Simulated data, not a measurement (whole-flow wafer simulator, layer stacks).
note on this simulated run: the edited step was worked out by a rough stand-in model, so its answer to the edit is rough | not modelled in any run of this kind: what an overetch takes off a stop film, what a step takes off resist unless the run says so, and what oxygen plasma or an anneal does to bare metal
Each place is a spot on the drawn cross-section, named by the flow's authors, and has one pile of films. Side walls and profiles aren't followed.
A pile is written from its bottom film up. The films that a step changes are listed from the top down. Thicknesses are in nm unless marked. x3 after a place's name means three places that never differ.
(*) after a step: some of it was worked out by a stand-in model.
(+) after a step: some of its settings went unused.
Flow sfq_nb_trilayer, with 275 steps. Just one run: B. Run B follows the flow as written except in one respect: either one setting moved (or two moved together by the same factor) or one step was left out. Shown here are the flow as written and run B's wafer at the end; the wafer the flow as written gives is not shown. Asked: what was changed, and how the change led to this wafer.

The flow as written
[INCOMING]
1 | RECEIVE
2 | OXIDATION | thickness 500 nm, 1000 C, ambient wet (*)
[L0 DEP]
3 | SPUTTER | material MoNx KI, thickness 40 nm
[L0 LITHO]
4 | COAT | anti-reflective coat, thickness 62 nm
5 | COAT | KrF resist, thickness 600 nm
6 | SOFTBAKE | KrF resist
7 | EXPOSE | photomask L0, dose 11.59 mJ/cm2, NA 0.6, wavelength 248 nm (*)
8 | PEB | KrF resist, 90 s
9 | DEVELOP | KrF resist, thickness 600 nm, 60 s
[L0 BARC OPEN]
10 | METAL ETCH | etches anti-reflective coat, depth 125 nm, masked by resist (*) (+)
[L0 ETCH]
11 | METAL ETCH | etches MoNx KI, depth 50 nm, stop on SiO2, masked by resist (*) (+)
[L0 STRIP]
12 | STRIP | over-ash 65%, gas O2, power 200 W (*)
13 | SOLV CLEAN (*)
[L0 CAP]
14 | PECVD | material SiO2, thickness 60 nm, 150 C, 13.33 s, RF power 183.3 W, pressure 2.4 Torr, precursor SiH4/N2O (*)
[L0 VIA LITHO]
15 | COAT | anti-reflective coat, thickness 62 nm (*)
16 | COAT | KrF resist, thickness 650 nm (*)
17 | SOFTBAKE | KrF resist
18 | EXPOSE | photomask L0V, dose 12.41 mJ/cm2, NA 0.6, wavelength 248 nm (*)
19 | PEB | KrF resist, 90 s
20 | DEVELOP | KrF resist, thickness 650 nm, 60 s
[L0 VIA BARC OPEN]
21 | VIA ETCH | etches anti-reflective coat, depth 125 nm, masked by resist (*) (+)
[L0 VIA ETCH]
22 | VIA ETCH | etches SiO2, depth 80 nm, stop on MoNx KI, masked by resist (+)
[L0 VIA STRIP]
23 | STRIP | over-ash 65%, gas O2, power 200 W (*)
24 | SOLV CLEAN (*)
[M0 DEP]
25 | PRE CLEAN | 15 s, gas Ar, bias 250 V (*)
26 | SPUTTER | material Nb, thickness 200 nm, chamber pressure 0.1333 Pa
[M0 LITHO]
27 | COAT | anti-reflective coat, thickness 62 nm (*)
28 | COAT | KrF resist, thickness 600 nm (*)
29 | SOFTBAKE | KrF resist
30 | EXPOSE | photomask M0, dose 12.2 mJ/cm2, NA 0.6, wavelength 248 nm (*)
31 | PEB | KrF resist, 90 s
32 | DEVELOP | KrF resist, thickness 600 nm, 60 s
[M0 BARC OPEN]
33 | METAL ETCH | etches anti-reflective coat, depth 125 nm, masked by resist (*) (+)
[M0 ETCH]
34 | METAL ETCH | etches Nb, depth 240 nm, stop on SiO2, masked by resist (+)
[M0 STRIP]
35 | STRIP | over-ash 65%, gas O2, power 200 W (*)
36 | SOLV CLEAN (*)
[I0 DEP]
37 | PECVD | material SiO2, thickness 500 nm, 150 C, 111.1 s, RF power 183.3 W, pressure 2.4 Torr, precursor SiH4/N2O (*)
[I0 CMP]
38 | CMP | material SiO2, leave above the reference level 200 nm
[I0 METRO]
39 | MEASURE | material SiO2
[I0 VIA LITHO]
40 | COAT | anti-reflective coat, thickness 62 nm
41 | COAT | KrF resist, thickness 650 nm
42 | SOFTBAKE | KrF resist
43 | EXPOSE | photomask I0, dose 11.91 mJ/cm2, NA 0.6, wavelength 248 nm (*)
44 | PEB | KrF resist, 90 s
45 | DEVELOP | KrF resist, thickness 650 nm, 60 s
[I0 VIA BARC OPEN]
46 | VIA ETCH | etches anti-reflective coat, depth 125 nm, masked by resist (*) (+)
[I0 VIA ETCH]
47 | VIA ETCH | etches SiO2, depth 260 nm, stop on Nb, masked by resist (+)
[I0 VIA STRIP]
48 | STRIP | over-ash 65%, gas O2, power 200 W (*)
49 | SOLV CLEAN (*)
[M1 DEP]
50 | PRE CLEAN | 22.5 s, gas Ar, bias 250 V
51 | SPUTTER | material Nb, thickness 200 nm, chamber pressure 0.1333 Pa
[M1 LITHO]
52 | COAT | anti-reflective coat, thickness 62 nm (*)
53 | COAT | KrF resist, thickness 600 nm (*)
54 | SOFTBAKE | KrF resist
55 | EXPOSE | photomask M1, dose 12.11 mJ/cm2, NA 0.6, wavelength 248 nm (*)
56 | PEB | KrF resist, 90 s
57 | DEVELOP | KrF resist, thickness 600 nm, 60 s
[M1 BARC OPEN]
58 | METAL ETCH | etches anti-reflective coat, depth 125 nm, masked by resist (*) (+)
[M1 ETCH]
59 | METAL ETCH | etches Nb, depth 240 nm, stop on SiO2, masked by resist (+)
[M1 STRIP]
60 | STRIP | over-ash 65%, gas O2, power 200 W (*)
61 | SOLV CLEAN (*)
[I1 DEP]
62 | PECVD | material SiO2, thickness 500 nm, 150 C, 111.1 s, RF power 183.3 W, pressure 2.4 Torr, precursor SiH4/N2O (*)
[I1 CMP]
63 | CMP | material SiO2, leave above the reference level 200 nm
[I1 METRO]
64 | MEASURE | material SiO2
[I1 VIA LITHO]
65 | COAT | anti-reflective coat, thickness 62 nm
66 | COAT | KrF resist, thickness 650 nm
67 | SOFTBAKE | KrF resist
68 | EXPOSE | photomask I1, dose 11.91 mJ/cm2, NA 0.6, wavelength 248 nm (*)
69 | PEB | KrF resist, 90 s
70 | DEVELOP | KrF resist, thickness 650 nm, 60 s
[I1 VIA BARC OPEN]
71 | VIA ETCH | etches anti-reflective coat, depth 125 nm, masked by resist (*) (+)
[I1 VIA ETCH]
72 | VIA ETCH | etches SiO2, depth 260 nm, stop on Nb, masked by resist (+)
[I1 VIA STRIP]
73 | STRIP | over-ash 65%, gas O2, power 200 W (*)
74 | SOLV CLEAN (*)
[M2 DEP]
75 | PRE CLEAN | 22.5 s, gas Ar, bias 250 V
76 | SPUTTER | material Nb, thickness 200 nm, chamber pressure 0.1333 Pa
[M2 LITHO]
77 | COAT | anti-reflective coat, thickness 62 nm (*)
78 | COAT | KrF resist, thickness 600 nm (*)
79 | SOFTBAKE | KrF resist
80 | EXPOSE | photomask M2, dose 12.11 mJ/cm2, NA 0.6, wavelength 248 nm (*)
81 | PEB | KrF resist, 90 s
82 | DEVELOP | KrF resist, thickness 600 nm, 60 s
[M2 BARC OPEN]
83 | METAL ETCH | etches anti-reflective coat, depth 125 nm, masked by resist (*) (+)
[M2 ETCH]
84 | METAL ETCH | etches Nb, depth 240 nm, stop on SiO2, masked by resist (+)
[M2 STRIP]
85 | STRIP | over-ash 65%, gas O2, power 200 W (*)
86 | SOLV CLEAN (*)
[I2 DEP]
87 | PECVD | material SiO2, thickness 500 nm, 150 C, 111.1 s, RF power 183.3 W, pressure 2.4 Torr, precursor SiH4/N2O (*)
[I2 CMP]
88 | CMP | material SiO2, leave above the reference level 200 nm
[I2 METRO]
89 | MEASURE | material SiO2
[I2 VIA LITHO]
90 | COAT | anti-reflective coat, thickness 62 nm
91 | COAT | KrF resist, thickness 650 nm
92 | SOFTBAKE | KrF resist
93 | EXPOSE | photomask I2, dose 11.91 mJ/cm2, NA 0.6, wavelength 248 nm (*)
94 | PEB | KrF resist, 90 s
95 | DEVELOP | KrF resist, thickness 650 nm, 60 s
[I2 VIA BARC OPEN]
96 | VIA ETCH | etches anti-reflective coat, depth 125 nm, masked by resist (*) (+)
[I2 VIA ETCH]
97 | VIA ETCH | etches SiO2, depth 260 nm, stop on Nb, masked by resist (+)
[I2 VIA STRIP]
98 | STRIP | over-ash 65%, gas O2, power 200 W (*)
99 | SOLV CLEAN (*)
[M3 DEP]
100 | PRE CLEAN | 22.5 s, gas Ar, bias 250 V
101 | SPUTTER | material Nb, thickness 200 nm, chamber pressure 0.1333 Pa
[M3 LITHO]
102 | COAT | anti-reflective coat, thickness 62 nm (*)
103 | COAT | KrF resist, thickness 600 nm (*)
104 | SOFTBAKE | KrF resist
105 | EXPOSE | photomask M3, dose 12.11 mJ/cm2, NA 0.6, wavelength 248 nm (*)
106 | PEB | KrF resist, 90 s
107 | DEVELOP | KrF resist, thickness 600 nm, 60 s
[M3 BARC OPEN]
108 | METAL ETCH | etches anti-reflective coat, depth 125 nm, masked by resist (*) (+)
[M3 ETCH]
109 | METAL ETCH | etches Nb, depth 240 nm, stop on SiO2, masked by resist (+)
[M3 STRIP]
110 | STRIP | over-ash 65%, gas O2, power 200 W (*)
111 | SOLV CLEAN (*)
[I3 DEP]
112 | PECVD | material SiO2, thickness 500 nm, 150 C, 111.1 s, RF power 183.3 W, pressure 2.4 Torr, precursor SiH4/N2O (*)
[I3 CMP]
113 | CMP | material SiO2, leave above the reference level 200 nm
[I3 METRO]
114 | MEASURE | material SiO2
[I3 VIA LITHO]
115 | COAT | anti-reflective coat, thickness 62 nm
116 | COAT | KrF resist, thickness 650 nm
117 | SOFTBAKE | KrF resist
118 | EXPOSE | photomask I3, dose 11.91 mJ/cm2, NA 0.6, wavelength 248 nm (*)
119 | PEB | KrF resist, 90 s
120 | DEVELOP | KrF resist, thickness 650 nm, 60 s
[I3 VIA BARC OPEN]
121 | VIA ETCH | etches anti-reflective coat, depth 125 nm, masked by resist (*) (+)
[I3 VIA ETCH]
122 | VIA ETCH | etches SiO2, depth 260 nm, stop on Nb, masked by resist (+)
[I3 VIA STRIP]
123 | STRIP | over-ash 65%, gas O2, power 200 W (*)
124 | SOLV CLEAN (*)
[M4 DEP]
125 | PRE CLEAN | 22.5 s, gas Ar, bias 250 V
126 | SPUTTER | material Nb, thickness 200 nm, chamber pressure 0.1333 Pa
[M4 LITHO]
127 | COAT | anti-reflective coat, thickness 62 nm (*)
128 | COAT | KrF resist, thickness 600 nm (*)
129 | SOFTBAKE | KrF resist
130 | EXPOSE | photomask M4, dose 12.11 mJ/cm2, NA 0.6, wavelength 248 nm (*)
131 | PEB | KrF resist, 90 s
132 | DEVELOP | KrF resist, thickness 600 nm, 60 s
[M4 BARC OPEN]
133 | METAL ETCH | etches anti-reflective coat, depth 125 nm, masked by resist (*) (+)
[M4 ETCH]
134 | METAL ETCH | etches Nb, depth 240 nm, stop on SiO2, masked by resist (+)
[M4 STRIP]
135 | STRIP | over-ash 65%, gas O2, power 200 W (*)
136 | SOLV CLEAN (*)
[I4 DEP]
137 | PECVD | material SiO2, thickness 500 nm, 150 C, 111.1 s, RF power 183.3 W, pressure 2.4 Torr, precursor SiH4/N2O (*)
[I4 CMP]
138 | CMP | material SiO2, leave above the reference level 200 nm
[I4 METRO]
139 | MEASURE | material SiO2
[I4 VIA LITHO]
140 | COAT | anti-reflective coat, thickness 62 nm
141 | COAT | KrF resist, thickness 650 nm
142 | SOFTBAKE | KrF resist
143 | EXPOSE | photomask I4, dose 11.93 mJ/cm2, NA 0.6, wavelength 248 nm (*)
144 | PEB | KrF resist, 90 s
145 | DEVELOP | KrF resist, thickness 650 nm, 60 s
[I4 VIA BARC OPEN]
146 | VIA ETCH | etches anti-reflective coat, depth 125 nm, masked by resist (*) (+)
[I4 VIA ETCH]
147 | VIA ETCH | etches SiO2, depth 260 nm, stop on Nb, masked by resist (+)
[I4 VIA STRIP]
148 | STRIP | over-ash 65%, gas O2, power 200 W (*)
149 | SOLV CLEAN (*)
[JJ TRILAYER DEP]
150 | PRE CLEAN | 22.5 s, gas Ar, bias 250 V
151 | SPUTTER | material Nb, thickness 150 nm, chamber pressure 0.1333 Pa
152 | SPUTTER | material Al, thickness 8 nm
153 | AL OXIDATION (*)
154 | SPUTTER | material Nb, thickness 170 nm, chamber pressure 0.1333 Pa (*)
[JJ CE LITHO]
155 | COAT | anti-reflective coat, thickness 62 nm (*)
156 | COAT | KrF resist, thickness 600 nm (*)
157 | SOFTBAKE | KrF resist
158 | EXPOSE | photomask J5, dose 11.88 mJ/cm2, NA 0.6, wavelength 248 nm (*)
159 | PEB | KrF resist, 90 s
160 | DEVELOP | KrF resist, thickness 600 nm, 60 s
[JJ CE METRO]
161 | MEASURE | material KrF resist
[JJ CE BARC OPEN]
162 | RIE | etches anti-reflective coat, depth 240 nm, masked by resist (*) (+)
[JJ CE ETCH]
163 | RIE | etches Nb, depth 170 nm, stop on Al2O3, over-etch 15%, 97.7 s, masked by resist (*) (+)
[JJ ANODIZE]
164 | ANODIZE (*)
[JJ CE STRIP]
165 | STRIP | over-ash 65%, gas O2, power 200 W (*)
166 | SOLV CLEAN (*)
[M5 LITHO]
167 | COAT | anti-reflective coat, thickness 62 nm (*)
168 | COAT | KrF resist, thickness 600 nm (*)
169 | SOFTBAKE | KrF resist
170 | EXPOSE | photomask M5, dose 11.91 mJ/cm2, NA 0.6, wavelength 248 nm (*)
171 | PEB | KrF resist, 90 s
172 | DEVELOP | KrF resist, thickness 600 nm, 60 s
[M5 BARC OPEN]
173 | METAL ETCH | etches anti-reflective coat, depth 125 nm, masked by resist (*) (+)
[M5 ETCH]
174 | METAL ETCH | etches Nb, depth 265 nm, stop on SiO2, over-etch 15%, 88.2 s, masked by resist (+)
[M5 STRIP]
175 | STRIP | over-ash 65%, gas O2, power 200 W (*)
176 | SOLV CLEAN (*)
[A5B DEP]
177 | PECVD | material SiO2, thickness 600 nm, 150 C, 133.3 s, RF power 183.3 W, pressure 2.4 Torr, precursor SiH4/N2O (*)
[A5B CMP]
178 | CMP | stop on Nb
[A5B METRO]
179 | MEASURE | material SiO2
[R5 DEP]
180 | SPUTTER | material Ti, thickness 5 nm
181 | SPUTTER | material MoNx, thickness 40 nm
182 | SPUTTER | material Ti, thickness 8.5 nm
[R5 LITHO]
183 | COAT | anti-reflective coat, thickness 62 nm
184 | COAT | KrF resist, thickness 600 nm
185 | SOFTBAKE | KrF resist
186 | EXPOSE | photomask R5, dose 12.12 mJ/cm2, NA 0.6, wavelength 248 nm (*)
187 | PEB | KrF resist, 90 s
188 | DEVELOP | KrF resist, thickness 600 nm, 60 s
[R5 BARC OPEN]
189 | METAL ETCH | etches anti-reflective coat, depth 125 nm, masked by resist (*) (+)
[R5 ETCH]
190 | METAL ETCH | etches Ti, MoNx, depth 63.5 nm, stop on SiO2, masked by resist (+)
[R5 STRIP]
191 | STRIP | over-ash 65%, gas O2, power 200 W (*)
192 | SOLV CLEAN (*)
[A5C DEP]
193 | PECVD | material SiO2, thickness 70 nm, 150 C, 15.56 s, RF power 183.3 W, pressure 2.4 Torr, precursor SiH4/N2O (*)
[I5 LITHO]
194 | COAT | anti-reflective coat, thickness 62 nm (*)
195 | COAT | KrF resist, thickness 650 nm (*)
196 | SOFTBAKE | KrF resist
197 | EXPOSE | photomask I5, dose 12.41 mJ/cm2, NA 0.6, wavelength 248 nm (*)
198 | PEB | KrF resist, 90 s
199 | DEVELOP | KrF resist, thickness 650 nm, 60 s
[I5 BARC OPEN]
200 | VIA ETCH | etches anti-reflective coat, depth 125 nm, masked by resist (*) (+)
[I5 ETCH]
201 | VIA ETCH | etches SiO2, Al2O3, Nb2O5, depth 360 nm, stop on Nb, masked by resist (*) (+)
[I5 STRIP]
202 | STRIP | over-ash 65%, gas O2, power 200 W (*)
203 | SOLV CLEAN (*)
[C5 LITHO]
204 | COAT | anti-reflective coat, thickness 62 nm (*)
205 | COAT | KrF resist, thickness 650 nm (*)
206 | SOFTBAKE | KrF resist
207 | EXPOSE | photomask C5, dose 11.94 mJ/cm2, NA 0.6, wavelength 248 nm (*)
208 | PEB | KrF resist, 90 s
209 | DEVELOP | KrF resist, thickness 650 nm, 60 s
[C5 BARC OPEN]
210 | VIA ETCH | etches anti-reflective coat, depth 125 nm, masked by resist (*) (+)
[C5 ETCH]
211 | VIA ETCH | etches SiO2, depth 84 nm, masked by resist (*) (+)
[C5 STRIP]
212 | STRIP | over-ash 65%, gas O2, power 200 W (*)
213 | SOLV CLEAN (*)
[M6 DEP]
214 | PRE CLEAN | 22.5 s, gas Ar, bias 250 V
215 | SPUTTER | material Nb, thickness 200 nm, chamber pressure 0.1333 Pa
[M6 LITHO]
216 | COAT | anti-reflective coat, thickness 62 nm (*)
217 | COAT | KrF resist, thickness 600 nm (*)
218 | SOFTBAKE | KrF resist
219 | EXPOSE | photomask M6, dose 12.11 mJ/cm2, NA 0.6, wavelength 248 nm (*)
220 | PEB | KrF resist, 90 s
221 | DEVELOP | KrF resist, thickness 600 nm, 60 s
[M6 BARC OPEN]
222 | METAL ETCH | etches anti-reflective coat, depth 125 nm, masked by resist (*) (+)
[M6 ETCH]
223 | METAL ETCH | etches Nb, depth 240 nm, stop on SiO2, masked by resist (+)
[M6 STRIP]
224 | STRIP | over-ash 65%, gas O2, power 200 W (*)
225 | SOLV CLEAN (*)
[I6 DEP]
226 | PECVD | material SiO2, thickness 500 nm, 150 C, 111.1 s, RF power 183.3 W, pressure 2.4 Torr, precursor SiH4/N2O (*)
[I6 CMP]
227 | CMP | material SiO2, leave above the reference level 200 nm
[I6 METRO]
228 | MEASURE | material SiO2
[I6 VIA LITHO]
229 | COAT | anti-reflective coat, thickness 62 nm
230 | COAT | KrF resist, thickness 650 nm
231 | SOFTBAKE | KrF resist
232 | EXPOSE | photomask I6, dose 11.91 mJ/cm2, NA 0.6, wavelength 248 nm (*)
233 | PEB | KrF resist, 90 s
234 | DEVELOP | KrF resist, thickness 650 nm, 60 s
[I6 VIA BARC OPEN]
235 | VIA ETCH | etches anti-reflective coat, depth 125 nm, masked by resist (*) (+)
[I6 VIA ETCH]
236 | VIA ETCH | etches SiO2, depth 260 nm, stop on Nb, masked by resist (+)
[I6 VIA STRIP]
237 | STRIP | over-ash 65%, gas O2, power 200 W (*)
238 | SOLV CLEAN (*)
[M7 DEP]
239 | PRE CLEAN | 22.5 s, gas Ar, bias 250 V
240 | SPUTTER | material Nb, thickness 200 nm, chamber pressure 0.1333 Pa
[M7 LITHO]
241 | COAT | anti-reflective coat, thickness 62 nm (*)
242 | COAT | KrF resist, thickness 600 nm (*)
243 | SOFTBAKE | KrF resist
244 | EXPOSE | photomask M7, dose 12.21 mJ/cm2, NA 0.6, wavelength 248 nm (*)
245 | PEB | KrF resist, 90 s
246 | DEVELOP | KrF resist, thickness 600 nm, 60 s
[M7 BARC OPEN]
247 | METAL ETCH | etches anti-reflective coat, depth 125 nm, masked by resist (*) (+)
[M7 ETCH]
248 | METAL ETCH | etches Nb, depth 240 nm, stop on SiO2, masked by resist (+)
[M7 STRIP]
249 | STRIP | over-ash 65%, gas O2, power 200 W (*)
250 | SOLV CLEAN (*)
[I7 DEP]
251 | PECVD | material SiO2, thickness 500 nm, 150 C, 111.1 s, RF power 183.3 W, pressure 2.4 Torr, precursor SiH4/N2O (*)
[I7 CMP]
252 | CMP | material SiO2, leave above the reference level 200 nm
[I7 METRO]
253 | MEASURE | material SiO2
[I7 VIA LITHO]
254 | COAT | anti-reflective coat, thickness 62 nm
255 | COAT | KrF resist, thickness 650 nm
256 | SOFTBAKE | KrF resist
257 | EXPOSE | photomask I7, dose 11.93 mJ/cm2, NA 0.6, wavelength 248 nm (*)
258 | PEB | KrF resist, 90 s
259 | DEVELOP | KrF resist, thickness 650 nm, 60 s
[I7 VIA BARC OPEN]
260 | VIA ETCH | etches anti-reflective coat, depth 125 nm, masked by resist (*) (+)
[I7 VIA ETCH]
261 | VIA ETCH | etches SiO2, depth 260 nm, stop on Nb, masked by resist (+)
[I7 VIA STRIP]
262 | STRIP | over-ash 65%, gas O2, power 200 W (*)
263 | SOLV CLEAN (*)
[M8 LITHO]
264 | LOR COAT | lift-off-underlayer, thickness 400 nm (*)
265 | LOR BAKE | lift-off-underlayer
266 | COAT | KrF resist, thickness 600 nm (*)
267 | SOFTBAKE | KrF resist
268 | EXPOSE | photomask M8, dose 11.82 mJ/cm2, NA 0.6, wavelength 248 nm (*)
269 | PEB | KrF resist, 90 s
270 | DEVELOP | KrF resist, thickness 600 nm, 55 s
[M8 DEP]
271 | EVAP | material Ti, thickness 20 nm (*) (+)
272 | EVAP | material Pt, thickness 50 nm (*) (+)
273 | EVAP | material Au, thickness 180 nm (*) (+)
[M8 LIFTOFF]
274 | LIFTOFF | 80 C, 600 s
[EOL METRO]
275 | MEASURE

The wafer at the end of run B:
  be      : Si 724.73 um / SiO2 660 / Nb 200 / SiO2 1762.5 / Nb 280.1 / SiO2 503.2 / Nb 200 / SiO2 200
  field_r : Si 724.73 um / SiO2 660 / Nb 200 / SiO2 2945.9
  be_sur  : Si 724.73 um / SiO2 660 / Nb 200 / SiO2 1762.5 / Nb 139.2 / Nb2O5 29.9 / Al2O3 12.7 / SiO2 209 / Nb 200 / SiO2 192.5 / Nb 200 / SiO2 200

The reason: step 2, OXIDATION: thickness 605 nm was run, though the flow has thickness 500 nm.

How this came from the change, step by step:
  2 | OXIDATION | thickness 500 nm, 1000 C, ambient wet (*)
      field_l, v_sur, via_wl and 103 more: +605 SiO2 (new film), -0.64 chemical SiO2 (all of it), -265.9 Si (it would be, as written: +500 SiO2 (new film), -0.64 chemical SiO2 (all of it), -219.7 Si)
